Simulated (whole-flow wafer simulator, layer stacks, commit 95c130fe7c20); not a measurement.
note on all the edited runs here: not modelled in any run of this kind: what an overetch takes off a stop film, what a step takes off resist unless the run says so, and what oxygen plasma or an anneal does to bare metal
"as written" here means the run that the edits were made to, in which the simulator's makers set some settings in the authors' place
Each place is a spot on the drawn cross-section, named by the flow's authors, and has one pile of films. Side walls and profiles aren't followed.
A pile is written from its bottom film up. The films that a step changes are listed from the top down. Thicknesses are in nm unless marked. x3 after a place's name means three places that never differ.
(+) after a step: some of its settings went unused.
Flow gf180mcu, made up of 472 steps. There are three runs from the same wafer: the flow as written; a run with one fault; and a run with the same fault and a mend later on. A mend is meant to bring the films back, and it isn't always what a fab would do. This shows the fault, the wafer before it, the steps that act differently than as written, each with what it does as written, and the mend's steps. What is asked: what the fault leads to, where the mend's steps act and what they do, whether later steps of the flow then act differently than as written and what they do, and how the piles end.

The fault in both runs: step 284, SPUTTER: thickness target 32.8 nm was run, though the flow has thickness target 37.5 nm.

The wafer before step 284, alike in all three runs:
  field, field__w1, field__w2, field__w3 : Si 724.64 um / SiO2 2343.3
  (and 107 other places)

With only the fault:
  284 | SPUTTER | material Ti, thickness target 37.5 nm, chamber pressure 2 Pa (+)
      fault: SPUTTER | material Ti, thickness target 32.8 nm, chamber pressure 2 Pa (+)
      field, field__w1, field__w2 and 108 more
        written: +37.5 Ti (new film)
        fault: +32.8 Ti (new film)
  Later steps of the flow acting differently than as written (1 other step is not shown; it differs only slightly, by no more than 2% or 0.5 nm, whichever is larger):
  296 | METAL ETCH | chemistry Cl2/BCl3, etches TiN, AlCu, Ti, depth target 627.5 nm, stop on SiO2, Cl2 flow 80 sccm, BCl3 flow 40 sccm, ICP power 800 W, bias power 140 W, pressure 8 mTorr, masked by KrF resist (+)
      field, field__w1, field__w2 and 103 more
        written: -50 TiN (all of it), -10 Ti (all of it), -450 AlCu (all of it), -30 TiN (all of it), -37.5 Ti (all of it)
        fault: -50 TiN (all of it), -10 Ti (all of it), -450 AlCu (all of it), -30 TiN (all of it), -32.8 Ti (all of it)
  At field__w8, contact, m1, m1__w1, m1_nw, the piles at the end differ from the flow's by more than 2% or 0.5 nm, whichever is larger.
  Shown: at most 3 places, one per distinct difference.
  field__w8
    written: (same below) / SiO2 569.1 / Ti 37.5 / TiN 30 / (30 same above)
    fault: (same below) / SiO2 569.1 / Ti 32.8 / TiN 30 / (30 same above)
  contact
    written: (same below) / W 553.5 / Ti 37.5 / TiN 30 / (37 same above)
    fault: (same below) / W 553.5 / Ti 32.8 / TiN 30 / (37 same above)

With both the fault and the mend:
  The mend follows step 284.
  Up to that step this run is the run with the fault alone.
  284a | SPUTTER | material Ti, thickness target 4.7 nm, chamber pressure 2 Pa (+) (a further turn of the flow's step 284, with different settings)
      field, field__w1, field__w2 and 108 more
        +4.7 Ti
  None of the later steps of the flow acts differently than as written at any place that is followed.
  At every place that both follow, the piles at the end match the flow's.
